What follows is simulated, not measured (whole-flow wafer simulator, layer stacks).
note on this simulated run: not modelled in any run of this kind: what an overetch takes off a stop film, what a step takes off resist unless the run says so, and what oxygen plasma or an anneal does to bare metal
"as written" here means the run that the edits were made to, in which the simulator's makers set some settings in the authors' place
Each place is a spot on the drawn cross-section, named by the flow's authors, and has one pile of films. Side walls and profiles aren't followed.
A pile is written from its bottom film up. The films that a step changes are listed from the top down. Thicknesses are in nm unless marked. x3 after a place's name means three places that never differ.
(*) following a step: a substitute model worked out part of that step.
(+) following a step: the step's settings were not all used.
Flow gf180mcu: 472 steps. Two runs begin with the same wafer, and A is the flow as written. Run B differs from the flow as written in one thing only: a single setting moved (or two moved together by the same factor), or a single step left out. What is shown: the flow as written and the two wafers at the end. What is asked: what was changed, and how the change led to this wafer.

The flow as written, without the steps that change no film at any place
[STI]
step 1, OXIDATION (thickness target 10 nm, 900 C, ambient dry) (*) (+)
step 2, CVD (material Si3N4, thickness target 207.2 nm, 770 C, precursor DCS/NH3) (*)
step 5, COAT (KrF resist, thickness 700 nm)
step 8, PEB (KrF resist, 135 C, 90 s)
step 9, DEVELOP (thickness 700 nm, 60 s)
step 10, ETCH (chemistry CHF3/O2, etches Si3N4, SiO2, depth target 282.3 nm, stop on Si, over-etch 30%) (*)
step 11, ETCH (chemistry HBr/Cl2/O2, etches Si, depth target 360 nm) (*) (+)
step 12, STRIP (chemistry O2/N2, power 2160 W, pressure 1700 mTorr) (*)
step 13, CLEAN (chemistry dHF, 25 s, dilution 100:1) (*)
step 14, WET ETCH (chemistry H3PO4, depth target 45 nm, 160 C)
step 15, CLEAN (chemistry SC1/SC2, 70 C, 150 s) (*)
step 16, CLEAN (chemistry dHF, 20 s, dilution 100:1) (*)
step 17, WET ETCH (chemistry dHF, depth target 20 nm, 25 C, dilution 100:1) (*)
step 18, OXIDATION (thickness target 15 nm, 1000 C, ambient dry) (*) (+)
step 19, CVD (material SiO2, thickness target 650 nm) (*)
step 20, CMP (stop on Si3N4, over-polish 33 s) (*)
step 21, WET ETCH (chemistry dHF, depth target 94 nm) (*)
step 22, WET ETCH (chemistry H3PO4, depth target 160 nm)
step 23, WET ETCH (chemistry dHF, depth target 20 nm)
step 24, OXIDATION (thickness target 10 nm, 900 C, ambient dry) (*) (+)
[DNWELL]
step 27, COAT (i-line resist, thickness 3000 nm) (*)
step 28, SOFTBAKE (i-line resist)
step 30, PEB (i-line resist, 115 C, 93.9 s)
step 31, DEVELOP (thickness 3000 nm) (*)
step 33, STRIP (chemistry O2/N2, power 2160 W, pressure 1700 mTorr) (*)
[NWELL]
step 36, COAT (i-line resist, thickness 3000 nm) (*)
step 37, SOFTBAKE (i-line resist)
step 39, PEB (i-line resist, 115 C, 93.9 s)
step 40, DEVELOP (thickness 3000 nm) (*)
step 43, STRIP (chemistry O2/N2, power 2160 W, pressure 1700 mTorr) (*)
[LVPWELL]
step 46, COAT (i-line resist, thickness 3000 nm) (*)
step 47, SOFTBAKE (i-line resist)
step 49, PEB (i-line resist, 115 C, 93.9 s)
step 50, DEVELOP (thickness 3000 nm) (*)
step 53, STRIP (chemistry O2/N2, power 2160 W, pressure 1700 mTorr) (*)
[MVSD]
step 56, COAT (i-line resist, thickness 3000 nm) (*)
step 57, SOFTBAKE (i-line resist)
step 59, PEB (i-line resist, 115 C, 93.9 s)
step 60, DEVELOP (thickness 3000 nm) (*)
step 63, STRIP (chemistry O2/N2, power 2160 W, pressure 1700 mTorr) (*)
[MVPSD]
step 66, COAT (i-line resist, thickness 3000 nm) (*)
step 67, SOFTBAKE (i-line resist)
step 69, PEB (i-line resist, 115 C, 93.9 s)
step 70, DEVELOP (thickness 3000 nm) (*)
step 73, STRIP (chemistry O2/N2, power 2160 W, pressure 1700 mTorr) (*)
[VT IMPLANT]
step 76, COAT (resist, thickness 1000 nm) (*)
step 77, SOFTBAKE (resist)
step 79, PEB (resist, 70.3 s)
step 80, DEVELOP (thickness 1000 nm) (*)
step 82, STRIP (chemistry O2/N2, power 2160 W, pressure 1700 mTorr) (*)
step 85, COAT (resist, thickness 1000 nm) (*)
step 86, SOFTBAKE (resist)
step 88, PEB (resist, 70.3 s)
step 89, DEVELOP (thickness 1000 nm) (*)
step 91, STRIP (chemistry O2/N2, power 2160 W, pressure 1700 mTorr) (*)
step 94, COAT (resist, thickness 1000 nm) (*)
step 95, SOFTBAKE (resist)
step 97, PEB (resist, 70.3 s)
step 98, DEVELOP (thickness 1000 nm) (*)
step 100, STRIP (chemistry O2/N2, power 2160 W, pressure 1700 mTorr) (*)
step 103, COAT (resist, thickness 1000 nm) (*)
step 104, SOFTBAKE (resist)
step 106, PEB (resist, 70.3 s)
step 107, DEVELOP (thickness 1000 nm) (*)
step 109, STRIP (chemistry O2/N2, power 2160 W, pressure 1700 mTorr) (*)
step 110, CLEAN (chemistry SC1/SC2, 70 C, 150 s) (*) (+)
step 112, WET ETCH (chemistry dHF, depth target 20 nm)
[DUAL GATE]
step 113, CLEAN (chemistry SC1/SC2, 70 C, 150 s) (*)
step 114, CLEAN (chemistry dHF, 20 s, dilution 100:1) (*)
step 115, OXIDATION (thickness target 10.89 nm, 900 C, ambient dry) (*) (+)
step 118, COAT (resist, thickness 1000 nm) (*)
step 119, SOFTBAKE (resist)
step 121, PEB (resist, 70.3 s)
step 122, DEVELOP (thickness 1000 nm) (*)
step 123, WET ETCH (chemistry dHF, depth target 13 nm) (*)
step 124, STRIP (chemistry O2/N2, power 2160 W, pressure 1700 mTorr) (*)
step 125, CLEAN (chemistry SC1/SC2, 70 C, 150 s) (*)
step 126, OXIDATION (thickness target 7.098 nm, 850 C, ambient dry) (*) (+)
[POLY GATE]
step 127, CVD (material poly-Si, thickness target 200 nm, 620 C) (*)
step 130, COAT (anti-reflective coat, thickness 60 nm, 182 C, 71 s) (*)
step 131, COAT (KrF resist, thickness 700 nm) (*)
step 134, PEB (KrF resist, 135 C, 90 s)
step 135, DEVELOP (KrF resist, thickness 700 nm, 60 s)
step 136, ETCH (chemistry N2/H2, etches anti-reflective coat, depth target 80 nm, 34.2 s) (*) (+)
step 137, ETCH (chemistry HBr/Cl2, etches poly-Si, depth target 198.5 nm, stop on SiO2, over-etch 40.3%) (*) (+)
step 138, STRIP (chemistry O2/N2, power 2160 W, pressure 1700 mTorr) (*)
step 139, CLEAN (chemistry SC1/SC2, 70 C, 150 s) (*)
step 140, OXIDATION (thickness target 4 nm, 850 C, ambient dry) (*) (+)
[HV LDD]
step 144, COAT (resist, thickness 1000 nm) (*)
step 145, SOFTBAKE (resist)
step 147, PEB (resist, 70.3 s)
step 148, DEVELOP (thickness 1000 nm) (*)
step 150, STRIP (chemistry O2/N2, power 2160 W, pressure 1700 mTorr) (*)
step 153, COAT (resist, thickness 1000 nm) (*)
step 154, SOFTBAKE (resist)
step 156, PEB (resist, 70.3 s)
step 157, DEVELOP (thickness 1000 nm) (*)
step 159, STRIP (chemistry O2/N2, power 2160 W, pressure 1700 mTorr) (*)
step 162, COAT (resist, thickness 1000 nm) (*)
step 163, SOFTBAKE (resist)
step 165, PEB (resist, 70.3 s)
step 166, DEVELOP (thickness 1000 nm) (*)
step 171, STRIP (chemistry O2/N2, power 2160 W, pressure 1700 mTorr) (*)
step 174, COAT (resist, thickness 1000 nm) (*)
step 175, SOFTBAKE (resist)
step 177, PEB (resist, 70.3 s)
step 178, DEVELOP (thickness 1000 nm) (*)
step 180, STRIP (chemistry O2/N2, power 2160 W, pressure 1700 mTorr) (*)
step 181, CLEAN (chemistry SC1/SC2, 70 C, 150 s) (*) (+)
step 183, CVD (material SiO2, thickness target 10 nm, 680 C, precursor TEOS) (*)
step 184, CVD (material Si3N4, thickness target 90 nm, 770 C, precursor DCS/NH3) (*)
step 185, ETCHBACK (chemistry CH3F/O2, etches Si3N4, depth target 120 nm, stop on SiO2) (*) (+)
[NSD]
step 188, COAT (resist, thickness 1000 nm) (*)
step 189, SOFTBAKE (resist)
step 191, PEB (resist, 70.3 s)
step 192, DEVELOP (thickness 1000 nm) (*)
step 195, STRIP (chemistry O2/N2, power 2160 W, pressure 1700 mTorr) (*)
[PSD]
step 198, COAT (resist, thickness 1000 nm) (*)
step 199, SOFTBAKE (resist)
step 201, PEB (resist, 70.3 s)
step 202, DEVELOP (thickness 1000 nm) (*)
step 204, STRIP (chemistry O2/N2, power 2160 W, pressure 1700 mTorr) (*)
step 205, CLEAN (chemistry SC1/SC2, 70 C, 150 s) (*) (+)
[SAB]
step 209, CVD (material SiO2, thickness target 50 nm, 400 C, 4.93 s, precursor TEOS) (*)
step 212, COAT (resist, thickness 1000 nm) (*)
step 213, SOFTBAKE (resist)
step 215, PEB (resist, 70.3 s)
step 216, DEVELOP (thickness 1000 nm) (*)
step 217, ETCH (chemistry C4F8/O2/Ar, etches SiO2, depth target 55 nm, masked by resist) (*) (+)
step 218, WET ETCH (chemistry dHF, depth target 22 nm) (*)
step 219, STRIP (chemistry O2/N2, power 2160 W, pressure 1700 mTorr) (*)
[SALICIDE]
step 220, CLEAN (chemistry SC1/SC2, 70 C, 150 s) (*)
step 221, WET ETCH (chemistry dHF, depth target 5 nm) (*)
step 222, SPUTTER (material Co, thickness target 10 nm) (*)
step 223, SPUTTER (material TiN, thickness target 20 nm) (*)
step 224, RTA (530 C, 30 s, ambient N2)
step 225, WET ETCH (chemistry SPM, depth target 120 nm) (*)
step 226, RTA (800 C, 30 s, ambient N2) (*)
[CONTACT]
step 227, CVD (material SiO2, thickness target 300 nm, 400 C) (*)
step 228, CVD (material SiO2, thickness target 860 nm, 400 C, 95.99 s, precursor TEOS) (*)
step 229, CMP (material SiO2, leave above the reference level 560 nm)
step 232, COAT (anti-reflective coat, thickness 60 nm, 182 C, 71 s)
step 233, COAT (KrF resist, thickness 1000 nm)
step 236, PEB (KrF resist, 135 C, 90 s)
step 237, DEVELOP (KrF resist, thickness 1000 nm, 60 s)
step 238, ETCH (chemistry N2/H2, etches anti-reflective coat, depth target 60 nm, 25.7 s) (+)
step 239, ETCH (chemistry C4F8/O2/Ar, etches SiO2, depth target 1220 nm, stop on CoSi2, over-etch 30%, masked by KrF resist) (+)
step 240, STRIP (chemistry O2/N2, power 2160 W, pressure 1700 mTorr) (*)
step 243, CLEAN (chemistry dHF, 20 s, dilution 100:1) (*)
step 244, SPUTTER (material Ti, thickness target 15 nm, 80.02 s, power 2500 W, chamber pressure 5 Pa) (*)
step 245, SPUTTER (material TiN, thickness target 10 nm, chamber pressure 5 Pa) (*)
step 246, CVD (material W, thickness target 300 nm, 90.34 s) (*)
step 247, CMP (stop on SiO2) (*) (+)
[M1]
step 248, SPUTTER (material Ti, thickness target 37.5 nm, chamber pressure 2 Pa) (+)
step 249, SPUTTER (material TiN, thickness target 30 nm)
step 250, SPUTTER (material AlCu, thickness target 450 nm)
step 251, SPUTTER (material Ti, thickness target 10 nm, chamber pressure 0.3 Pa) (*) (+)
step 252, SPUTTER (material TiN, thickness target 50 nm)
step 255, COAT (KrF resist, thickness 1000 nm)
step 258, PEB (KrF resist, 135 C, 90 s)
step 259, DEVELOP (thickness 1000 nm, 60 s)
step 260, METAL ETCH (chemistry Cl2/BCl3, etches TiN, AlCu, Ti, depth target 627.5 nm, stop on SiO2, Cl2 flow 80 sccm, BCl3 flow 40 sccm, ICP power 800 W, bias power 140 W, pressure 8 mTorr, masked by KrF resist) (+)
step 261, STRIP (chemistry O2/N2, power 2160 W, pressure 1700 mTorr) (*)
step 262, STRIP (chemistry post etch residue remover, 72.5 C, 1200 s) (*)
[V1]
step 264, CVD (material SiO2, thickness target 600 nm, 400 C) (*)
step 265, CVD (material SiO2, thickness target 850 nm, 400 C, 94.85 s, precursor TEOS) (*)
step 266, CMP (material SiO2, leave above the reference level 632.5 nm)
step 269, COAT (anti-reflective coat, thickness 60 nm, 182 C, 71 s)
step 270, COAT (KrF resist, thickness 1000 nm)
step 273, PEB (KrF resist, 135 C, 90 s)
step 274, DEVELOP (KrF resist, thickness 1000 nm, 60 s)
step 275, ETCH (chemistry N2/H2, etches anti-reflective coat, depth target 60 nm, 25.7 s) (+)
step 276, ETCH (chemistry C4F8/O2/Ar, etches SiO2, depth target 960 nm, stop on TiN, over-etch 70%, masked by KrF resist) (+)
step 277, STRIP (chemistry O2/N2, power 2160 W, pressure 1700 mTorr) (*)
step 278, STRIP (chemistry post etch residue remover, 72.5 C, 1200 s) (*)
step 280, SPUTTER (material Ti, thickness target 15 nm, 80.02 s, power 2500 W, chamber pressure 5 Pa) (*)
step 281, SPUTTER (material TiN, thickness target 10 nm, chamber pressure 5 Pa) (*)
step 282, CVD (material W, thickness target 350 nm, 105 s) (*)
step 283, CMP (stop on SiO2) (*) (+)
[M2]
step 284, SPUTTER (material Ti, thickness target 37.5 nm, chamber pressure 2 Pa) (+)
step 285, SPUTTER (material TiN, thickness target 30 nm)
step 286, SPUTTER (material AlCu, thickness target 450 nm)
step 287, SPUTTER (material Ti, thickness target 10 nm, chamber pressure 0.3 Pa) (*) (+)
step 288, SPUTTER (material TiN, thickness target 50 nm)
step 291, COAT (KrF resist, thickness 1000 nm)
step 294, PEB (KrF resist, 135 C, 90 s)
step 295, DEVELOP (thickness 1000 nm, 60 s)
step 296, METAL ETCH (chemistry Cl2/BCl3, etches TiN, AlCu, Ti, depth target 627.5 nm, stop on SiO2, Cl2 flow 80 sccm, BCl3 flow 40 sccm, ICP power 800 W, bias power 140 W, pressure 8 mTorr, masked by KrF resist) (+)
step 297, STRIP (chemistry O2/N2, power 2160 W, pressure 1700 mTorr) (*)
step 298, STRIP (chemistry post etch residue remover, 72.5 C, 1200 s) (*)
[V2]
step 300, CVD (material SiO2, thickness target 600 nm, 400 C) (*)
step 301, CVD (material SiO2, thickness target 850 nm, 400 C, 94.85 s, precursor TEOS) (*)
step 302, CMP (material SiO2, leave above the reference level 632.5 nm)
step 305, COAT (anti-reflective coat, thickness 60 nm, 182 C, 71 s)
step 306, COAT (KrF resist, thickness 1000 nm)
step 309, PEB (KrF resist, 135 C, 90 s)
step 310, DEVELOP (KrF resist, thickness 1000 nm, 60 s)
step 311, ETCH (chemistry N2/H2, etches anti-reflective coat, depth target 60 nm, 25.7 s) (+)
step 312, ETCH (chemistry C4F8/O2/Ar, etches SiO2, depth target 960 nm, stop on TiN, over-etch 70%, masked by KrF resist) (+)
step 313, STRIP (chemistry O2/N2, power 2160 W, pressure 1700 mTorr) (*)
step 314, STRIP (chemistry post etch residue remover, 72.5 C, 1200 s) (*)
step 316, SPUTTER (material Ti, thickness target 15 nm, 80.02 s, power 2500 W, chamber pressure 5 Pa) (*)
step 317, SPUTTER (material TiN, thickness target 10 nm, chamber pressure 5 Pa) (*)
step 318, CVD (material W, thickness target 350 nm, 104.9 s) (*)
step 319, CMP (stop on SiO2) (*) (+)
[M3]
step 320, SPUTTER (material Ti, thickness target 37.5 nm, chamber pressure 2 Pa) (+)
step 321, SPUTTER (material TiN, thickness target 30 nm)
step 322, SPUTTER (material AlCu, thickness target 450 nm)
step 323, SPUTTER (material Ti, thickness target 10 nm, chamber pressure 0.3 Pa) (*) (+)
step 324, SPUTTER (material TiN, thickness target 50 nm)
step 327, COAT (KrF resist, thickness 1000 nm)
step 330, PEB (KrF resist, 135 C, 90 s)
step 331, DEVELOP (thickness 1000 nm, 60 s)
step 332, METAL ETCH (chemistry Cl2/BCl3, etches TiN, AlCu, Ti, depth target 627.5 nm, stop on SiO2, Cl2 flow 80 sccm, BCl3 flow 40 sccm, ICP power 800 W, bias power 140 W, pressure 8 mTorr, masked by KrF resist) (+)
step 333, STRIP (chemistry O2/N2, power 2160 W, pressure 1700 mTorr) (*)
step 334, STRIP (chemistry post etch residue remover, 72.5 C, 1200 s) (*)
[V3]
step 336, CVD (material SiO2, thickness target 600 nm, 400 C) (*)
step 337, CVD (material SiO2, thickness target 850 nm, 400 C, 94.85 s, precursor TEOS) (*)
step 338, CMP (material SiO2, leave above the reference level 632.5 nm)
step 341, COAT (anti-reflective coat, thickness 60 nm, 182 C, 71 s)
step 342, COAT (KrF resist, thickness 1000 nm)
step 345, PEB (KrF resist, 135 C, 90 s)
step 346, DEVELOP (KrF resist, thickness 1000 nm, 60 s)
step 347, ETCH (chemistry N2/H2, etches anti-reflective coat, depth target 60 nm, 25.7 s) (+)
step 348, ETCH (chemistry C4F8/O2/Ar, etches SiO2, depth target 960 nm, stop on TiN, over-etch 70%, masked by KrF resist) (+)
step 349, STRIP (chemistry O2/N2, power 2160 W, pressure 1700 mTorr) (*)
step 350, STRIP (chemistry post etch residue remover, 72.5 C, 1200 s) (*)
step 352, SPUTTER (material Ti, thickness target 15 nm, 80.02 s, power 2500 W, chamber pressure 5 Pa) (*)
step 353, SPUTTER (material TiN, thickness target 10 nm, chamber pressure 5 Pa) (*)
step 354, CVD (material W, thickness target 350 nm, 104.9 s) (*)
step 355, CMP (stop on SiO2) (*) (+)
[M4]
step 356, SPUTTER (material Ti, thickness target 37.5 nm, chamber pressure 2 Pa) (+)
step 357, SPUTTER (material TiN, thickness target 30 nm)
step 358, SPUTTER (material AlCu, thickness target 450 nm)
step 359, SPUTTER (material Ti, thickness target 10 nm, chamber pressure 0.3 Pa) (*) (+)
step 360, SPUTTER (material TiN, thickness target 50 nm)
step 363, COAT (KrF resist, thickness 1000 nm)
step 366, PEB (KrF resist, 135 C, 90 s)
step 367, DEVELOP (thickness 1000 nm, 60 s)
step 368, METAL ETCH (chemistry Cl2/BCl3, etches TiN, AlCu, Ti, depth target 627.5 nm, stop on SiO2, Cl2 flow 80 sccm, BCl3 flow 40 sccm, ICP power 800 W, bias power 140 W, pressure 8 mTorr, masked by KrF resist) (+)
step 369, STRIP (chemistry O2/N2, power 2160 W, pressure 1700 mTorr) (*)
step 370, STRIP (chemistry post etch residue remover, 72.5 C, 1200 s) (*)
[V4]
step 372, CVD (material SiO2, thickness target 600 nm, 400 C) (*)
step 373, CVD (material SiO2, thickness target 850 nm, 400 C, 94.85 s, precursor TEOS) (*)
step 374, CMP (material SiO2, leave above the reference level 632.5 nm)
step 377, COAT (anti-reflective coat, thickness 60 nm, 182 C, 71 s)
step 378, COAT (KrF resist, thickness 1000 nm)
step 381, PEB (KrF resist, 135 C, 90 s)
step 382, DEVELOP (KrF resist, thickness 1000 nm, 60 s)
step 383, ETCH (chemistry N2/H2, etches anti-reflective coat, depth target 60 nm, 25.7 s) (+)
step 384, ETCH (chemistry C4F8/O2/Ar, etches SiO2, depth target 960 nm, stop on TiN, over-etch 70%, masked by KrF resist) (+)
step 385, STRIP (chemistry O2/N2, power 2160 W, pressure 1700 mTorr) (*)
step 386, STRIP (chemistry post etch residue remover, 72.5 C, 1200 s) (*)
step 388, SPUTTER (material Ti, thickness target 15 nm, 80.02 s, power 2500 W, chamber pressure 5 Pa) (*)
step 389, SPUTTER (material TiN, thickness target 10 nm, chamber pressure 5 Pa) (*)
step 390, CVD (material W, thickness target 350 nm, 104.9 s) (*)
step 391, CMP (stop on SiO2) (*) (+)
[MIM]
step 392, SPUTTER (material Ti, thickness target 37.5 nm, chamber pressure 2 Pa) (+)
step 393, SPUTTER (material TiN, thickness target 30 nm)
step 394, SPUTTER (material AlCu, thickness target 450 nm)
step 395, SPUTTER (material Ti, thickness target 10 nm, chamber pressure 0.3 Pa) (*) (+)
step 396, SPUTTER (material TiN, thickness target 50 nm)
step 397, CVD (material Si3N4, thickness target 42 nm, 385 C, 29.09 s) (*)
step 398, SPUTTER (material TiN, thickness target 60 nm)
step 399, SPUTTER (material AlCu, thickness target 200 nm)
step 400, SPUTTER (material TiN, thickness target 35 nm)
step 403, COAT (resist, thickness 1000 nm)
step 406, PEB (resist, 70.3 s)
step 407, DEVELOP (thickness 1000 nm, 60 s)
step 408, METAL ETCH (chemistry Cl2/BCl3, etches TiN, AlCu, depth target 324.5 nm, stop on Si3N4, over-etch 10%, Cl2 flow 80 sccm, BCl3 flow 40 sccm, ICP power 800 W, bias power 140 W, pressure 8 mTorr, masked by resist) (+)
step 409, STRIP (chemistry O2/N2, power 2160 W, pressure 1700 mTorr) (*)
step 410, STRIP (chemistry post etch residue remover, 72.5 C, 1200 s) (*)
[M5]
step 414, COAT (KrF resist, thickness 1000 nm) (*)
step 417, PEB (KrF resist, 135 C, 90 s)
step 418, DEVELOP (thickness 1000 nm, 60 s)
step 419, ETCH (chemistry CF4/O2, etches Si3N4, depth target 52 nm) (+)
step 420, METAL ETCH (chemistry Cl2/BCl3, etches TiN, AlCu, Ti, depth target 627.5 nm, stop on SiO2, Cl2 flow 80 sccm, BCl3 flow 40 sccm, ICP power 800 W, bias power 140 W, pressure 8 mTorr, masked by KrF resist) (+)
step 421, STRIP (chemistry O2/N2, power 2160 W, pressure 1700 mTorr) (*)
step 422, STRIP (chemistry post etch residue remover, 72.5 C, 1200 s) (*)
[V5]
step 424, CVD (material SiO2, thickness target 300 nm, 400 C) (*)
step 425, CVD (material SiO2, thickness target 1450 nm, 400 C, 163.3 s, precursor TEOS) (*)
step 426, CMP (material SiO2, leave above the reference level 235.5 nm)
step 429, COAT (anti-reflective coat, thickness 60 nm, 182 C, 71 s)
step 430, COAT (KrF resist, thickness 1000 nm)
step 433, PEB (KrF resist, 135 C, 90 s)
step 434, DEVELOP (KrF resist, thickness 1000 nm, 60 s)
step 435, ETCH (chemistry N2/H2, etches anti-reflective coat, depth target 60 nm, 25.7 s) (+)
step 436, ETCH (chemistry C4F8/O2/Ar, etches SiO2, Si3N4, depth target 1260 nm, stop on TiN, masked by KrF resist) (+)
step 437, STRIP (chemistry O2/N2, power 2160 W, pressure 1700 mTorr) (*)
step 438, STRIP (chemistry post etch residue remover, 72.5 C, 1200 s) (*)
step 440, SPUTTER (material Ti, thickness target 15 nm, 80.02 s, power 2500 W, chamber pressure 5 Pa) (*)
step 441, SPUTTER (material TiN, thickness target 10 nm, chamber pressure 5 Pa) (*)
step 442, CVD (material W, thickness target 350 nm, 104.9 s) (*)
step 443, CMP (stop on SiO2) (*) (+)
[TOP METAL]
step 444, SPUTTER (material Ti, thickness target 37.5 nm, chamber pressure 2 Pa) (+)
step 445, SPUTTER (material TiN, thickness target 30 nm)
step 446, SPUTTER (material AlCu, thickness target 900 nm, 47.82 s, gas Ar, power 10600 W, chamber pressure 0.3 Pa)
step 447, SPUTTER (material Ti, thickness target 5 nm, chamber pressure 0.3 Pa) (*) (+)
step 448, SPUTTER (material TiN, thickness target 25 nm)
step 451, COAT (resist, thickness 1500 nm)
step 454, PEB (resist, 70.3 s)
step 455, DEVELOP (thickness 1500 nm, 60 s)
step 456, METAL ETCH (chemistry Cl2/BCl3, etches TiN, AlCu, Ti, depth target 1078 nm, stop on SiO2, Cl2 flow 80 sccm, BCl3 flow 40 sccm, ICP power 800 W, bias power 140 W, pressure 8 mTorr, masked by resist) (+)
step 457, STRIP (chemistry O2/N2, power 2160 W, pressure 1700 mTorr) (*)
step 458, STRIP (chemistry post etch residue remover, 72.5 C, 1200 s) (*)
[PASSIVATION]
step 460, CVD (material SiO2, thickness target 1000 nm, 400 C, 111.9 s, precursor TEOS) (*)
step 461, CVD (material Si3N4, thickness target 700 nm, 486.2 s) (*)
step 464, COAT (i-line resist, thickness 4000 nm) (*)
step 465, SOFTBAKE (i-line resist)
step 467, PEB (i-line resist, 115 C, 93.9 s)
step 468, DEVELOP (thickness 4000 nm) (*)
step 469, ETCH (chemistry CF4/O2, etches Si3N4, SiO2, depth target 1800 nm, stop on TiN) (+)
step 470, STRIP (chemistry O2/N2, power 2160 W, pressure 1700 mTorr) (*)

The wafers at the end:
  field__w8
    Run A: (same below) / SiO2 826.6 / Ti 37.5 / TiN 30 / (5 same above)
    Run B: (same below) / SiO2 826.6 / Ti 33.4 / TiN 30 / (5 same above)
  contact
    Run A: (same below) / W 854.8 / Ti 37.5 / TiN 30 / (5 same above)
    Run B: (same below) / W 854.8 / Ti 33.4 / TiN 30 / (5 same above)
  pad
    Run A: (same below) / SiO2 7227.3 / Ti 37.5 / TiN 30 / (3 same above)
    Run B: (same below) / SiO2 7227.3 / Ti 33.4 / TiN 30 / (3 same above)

The reason: step 444, SPUTTER: thickness target 33.4 nm was run, though the flow has thickness target 37.5 nm.
One can read it off the wafer: field__w8 has Ti 33.4, and step 444 as written asks for 37.5 nm.

The path from the change to this, step by step:
  step 444, SPUTTER (material Ti, thickness target 37.5 nm, chamber pressure 2 Pa) (+)
      field, field__w1, field__w2 and 109 more: A Ti gains 37.5 (new film) | B Ti gains 33.4 (new film)
  step 456, METAL ETCH (chemistry Cl2/BCl3, etches TiN, AlCu, Ti, depth target 1078 nm, stop on SiO2, Cl2 flow 80 sccm, BCl3 flow 40 sccm, ICP power 800 W, bias power 140 W, pressure 8 mTorr, masked by resist) (+)
      field, field__w1, field__w2 and 103 more: A TiN loses 25 (all of it), Ti loses 5 (all of it), AlCu loses 900 (all of it), TiN loses 30 (all of it), Ti loses 37.5 (all of it) | B TiN loses 25 (all of it), Ti loses 5 (all of it), AlCu loses 900 (all of it), TiN loses 30 (all of it), Ti loses 33.4 (all of it)
